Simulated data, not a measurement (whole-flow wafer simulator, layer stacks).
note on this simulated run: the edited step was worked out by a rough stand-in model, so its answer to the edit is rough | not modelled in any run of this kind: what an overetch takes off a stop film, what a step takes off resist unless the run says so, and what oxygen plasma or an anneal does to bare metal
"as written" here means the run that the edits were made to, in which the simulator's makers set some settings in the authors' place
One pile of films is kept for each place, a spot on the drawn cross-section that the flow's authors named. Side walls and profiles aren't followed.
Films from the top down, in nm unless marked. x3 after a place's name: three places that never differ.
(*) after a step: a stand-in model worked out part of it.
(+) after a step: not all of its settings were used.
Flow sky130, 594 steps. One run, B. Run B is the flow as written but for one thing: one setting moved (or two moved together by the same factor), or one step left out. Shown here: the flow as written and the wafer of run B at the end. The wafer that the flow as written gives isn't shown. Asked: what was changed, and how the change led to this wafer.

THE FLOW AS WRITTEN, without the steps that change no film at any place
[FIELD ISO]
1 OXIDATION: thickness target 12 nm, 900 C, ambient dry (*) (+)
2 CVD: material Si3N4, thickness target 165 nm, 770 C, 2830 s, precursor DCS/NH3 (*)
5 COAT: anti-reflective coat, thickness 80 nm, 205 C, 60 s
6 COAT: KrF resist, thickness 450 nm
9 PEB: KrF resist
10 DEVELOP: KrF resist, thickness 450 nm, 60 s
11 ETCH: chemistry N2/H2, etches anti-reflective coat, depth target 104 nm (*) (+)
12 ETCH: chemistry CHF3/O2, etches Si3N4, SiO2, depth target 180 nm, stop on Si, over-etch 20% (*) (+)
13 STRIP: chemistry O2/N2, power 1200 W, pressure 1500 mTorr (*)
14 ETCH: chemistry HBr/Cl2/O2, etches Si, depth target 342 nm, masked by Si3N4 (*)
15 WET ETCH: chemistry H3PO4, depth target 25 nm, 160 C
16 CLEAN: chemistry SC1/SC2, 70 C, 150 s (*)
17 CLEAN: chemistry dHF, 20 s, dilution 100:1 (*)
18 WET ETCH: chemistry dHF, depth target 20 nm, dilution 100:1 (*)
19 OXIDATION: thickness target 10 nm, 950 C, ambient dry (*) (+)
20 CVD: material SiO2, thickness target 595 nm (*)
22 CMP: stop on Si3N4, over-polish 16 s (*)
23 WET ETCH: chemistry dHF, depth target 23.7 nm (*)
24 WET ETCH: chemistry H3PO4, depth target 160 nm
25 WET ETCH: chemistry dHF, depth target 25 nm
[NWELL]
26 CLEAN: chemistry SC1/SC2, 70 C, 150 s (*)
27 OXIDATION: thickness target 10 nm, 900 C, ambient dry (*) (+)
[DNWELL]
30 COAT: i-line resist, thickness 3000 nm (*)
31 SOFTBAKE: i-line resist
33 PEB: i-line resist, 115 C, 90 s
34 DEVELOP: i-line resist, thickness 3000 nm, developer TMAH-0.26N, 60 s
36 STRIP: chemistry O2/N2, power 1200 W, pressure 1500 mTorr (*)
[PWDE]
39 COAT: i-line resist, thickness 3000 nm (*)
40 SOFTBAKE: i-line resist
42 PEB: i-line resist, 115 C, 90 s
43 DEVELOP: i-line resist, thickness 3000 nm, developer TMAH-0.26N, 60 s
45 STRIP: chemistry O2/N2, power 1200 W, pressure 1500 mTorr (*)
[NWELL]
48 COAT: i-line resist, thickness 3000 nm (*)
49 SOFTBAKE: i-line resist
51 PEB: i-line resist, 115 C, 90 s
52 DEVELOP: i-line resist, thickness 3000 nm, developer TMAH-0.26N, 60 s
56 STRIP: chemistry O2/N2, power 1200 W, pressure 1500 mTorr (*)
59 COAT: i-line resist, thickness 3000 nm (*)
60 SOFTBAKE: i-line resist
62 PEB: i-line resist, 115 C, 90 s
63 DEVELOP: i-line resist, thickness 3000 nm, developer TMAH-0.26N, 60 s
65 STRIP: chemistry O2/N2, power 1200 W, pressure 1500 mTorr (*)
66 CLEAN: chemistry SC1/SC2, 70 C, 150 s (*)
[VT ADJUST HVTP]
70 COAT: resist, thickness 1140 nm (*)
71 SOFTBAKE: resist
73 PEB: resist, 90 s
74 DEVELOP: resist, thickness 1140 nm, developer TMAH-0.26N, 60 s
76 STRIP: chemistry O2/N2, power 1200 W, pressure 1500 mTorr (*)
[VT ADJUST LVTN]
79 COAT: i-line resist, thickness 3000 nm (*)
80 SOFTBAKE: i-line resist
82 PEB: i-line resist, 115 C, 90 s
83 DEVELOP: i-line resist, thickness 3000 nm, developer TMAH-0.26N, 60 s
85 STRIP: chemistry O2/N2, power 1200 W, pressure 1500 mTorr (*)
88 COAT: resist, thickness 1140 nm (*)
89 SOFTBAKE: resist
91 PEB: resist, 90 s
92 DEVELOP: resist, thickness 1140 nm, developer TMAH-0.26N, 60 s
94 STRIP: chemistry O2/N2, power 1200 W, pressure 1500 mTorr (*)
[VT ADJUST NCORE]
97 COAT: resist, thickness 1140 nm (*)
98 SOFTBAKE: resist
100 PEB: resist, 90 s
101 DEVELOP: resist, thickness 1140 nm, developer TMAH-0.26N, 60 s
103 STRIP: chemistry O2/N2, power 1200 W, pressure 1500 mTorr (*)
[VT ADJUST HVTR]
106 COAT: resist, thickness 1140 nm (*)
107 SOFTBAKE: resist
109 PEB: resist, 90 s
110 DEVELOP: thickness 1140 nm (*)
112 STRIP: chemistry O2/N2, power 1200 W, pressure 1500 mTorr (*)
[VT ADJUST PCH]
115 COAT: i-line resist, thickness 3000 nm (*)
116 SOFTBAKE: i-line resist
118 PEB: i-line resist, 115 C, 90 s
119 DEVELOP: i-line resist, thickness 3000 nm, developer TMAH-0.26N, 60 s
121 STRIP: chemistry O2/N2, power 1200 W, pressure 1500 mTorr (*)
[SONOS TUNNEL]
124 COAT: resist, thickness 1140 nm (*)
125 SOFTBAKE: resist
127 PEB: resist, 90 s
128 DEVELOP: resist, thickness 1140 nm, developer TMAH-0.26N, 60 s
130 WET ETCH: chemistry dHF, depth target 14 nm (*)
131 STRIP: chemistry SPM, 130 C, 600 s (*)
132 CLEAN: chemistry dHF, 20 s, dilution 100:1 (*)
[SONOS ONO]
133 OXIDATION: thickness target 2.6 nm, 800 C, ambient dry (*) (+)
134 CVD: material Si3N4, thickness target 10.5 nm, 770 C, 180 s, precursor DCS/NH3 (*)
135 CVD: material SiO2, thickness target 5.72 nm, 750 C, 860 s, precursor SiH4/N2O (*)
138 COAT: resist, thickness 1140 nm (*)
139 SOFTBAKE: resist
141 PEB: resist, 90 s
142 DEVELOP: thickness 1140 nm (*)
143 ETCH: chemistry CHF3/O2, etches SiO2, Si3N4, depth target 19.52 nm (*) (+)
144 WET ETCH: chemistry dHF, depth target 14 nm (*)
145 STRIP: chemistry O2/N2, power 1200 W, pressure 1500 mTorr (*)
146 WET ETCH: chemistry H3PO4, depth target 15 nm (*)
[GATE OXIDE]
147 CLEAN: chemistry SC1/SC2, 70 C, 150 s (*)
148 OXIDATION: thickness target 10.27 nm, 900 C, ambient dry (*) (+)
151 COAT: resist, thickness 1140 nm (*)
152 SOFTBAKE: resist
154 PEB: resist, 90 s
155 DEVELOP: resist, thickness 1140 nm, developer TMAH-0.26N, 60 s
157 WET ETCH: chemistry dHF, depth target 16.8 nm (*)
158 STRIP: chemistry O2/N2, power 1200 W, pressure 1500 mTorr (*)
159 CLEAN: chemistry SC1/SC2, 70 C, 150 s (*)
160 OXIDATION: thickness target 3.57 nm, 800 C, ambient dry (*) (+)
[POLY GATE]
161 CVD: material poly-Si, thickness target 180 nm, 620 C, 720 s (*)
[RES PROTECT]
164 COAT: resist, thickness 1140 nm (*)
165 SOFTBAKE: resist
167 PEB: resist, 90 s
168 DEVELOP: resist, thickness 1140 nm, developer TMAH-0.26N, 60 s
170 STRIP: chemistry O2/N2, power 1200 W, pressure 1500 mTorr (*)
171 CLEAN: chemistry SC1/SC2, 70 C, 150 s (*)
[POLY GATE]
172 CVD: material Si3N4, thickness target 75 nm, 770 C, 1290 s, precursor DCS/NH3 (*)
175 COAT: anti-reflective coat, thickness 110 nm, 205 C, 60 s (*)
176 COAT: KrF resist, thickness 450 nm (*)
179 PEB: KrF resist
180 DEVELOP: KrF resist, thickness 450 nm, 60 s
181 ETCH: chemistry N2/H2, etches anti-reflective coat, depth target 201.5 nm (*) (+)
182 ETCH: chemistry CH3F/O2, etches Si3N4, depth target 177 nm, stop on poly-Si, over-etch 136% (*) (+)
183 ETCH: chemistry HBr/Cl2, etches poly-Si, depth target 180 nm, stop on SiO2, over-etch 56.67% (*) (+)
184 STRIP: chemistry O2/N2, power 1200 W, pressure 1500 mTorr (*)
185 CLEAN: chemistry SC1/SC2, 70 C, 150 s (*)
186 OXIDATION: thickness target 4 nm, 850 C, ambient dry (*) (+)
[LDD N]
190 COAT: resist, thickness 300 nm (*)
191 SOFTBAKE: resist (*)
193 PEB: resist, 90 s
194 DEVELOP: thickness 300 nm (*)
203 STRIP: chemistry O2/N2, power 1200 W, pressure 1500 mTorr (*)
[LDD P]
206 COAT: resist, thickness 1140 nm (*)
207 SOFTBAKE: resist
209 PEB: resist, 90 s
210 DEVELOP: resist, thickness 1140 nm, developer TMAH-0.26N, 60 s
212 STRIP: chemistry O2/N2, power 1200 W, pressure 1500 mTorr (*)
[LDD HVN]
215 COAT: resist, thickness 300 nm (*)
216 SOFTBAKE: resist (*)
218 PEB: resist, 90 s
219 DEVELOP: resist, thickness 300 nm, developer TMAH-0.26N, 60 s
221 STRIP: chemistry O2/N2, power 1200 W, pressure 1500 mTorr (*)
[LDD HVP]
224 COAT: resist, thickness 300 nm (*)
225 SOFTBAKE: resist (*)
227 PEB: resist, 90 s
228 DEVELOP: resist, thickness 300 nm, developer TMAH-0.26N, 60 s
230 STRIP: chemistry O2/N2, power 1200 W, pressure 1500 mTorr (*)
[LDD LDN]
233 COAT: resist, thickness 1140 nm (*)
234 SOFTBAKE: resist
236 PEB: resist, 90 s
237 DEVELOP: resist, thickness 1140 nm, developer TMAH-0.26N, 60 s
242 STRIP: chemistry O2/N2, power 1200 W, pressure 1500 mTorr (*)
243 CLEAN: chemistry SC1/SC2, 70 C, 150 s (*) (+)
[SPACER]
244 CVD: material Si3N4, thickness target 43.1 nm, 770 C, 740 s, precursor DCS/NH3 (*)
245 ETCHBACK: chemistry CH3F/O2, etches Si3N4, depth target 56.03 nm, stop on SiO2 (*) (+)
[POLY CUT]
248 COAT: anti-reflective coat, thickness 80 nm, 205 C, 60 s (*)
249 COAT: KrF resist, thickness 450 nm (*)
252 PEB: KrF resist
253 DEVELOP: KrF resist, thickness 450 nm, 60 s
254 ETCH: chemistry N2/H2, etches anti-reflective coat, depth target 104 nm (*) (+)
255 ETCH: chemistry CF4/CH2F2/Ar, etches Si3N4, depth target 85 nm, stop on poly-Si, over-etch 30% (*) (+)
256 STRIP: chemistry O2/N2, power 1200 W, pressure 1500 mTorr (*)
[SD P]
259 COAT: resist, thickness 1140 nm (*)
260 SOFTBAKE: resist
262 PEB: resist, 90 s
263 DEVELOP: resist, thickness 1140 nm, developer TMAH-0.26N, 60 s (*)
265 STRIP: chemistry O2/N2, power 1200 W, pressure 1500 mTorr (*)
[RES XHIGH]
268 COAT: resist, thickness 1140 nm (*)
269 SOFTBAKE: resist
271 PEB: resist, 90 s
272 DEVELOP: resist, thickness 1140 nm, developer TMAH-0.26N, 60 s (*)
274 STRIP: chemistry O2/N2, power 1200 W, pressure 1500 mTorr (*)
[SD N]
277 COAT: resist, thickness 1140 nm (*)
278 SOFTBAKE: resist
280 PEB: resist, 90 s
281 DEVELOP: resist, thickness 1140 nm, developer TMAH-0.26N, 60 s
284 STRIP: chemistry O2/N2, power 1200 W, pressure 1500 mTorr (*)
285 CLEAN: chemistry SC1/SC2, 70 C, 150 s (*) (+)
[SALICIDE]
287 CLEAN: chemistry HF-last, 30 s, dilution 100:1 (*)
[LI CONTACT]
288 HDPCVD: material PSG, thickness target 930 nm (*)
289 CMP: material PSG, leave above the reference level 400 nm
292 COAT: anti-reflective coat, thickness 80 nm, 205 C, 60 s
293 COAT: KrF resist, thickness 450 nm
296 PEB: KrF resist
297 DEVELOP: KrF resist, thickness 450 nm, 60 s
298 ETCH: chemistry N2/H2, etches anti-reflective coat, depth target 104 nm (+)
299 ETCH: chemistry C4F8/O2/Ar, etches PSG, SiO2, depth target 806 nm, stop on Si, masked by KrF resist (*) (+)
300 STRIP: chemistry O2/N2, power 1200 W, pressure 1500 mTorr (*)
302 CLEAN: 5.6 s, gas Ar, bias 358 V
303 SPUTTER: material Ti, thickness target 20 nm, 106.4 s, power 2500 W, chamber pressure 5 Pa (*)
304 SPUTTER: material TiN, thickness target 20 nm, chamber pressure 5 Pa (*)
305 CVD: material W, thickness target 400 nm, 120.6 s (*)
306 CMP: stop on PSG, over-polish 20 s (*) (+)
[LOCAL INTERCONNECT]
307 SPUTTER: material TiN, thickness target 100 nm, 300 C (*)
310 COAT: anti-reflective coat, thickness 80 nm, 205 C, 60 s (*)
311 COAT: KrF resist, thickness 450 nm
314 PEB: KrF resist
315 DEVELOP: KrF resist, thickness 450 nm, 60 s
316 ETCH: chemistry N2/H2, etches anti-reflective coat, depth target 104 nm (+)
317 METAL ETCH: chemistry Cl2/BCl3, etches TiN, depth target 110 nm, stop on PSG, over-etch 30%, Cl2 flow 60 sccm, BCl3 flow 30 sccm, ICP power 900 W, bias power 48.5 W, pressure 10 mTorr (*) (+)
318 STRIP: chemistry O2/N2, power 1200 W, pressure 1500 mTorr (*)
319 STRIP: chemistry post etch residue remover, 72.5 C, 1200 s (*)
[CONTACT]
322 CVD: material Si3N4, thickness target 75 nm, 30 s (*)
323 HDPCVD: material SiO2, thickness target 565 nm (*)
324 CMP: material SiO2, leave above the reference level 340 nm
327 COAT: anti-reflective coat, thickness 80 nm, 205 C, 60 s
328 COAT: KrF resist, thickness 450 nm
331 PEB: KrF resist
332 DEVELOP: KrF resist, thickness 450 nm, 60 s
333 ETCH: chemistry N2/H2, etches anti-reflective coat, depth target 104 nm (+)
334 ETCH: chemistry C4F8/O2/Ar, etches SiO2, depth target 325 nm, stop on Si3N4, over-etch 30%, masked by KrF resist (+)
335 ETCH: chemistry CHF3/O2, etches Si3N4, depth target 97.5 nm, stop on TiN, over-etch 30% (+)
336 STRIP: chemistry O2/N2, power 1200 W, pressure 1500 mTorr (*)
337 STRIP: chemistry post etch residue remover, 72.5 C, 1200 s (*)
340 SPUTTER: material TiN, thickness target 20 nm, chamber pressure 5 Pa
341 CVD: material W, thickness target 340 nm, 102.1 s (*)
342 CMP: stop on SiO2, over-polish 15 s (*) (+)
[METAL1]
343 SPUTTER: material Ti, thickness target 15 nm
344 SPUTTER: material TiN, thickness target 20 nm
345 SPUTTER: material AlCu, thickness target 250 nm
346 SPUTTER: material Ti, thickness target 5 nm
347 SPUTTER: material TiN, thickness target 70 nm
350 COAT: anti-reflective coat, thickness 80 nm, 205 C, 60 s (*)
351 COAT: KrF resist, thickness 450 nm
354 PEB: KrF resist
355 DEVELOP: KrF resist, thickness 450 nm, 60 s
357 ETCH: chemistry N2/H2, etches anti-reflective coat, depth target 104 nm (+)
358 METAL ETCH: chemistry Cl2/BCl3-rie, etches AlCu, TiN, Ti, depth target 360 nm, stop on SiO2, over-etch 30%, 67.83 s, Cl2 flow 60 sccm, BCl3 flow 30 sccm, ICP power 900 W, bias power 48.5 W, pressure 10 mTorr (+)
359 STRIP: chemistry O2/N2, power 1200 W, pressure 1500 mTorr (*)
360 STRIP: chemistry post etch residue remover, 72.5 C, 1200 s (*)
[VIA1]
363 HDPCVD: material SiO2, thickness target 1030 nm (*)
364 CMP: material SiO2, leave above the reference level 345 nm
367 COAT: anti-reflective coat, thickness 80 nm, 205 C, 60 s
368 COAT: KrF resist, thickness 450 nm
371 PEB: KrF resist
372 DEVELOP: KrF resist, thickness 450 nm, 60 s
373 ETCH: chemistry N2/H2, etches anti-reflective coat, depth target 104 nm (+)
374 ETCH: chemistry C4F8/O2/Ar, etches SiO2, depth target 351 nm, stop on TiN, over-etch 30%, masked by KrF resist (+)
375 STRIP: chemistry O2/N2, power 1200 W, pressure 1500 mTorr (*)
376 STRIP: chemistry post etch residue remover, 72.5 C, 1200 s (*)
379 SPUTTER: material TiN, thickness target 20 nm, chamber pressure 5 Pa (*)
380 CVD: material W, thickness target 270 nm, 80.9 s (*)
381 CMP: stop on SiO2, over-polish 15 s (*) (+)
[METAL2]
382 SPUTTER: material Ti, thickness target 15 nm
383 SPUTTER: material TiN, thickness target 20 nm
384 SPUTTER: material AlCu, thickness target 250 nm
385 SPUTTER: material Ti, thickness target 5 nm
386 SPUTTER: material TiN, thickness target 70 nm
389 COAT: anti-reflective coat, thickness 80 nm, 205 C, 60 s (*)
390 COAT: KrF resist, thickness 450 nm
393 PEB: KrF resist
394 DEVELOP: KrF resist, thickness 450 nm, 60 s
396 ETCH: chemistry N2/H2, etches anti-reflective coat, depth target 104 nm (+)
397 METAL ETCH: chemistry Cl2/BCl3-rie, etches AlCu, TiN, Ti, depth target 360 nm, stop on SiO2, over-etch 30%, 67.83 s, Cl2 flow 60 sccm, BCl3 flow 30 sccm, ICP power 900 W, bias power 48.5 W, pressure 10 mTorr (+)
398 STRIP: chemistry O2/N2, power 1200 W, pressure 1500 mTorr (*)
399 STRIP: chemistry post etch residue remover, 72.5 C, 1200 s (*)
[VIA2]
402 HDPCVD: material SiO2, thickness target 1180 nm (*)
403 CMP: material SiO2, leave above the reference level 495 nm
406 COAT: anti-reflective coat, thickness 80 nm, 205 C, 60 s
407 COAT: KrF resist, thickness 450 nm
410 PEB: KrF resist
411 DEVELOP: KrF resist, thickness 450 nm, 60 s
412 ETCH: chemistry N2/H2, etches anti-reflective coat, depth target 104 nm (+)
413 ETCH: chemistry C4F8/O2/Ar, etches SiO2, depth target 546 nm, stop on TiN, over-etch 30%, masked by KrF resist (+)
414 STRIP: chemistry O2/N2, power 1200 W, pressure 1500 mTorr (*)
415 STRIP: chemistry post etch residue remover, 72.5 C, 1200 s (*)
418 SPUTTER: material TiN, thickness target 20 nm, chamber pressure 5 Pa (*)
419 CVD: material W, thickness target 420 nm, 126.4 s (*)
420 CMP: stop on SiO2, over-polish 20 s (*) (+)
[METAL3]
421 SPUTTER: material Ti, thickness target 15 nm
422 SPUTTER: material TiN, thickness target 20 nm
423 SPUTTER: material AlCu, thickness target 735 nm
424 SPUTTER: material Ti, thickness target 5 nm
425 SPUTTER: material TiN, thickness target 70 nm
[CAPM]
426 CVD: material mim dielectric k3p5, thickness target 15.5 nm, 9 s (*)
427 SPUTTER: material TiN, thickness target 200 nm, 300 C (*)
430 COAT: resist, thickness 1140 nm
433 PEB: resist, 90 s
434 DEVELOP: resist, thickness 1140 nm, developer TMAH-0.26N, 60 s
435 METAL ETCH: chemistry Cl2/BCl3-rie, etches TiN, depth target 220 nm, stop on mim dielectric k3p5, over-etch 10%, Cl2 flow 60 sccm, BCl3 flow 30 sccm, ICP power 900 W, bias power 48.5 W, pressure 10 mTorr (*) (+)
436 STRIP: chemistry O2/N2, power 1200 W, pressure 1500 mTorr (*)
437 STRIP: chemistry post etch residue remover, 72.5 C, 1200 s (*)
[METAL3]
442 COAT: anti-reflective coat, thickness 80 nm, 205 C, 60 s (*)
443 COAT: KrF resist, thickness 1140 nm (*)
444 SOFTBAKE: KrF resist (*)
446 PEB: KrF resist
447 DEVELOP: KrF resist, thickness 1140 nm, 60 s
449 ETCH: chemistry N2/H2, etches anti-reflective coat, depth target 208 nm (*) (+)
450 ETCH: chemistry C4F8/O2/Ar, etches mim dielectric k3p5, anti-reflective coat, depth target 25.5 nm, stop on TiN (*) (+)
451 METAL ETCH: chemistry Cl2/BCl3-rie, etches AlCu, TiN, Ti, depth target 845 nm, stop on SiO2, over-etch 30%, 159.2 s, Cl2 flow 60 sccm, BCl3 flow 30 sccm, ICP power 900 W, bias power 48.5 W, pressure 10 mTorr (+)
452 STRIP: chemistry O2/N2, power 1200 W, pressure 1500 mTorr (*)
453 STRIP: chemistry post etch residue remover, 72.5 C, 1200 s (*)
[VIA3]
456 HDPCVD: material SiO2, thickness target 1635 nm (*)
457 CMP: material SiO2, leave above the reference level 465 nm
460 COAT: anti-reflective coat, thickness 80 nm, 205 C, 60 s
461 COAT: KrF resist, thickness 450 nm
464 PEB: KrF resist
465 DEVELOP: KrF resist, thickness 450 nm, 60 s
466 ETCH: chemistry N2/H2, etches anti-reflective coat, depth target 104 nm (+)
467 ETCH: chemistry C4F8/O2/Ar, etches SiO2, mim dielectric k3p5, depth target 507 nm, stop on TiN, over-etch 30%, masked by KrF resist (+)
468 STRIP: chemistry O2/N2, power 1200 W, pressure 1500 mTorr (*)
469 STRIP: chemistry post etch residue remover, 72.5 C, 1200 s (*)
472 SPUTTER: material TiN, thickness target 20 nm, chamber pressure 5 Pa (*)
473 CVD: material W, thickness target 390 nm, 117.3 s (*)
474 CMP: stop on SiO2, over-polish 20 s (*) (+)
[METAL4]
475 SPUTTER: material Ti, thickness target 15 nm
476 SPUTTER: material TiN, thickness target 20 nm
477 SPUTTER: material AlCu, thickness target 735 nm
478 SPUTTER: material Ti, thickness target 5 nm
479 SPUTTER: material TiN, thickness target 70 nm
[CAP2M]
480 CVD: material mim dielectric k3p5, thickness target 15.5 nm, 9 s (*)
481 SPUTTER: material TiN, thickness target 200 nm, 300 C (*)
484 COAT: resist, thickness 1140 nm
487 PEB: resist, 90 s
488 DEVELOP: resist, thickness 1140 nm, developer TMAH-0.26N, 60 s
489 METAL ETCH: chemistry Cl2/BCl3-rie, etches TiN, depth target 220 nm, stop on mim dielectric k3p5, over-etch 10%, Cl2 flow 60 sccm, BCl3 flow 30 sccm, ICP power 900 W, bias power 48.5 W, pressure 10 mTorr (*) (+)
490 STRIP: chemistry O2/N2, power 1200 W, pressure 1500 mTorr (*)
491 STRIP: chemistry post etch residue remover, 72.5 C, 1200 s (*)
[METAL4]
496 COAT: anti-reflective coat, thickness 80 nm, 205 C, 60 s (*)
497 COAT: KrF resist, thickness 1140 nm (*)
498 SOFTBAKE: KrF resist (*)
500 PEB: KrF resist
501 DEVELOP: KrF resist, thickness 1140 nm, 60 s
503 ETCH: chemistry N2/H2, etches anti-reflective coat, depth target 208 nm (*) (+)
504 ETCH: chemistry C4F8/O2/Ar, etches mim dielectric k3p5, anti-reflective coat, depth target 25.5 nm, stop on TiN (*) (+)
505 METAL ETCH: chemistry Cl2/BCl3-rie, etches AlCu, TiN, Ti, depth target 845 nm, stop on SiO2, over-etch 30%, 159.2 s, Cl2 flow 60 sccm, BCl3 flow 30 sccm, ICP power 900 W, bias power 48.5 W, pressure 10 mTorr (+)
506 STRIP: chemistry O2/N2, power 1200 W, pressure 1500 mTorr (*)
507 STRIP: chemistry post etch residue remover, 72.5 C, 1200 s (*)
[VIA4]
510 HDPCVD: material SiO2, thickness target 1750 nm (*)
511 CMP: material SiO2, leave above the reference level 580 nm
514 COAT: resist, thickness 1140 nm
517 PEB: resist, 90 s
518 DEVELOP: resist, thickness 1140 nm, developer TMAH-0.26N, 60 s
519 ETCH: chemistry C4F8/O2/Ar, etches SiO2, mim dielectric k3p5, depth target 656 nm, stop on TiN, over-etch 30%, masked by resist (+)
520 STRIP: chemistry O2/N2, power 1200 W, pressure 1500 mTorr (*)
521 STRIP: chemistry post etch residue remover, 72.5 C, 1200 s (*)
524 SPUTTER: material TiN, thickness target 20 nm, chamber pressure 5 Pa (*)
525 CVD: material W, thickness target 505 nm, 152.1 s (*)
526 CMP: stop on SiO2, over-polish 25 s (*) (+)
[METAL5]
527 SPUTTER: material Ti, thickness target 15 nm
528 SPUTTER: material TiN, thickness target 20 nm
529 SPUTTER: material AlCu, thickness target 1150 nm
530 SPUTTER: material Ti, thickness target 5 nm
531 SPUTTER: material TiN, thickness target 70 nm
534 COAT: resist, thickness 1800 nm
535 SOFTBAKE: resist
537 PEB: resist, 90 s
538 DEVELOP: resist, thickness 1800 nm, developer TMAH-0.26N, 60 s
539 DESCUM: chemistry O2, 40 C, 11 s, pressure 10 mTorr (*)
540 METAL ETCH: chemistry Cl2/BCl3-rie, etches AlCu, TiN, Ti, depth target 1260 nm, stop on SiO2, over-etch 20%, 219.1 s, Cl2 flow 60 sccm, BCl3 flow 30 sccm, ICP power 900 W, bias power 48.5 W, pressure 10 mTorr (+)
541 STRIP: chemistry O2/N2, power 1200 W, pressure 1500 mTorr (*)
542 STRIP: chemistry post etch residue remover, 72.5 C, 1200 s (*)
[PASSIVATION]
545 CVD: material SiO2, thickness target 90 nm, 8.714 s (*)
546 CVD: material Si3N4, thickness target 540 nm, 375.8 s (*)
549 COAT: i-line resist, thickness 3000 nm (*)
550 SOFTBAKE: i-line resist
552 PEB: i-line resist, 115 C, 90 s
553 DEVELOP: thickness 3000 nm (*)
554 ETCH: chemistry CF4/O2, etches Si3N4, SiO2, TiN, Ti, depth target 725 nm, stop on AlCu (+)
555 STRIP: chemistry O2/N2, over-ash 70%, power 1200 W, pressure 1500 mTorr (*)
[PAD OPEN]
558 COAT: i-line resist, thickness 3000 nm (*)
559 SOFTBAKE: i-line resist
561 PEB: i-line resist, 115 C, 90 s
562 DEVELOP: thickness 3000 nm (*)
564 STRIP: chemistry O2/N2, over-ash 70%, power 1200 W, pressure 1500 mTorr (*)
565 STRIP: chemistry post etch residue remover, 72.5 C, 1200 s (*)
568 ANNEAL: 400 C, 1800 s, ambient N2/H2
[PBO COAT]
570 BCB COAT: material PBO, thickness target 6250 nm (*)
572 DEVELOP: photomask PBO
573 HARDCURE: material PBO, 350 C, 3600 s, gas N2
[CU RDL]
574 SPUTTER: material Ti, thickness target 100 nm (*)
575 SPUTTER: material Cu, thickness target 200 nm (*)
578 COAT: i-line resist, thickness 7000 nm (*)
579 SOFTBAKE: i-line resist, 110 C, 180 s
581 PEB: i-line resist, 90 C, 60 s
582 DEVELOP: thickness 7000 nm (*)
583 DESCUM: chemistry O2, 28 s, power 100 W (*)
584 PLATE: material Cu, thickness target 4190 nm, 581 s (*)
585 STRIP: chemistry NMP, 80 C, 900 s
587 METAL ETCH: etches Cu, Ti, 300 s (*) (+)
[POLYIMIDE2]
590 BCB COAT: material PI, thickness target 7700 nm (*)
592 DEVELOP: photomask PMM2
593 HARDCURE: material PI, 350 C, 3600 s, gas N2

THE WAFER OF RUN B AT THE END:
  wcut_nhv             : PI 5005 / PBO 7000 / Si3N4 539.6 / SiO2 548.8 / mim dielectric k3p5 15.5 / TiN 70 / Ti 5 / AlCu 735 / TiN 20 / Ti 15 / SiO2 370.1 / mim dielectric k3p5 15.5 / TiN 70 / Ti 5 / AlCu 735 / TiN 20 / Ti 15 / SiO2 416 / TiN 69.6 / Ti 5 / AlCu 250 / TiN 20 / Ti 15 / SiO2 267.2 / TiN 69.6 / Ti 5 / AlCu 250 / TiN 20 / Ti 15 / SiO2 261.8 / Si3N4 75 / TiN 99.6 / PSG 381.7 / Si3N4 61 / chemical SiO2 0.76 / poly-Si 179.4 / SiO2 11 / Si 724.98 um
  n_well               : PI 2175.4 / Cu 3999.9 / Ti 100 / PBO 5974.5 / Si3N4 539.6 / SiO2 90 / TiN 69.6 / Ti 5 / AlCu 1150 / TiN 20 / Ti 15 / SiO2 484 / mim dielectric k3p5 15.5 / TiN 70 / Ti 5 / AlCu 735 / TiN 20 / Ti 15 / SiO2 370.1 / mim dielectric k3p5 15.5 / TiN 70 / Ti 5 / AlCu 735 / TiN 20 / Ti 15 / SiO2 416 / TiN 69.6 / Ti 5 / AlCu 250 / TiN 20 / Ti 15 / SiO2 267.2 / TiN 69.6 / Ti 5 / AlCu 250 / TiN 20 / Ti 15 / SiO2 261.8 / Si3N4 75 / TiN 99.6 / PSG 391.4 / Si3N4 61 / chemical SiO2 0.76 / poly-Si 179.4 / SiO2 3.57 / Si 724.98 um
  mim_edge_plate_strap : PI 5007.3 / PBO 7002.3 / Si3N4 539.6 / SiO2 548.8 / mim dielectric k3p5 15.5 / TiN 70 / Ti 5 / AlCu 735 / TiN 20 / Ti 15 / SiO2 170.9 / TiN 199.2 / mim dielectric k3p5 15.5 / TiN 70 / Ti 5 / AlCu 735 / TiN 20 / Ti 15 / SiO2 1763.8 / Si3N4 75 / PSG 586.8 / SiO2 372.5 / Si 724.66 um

The cause: step 570, BCB COAT: thickness target 8750 nm was run, where the flow has thickness target 6250 nm.

How the change led to this, step by step:
  570 BCB COAT: material PBO, thickness target 6250 nm (*)
      dice_street, vpp_sp, vpp_ln and 71 more: PBO +8750 (new film) (as written it would be: PBO +6250 (new film))
      n_well, p_well, sd_n, sd_p: PBO +7468.1 (new film) (as written it would be: PBO +4968.7 (new film))
      (and at 115 more places)
  572 DEVELOP: photomask PBO
      pad: PBO -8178 (all of it) (as written it would be: PBO -5678.7 (all of it))
  573 HARDCURE: material PBO, 350 C, 3600 s, gas N2
      dice_street, vpp_sp, vpp_ln and 71 more: PBO -1750 (as written it would be: PBO -1250)
      vpp_tail, gate_hv_sd, active_hv5, spacer_hv5, gate_p_g5v0_sd, active_p_g5v0, spacer_p_g5v0, field_nw_hv: PBO -1751.3 (as written it would be: PBO -1251.4)
      (and at 110 more places)
  578 COAT: i-line resist, thickness 7000 nm (*)
      pad: i-line resist +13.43 um (new film) (as written it would be: i-line resist +11.43 um (new film))
  579 SOFTBAKE: i-line resist, 110 C, 180 s
      iso_guard: i-line resist -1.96 (as written it would be: i-line resist +0.64)
      npn_par_e: i-line resist -2.08 (as written it would be: i-line resist +0.35)
      (and at 94 more places)
  581 PEB: i-line resist, 90 C, 60 s
      pad: i-line resist -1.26 (as written it would be: i-line resist -0.61)
  582 DEVELOP: thickness 7000 nm (*)
      pad: i-line resist -13.43 um (all of it) (as written it would be: i-line resist -11.43 um (all of it))
  590 BCB COAT: material PI, thickness target 7700 nm (*)
      pad: PI +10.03 um (new film) (as written it would be: PI +8030.8 (new film))
  592 DEVELOP: photomask PMM2
      pad: PI -10.03 um (all of it) (as written it would be: PI -8030.8 (all of it))
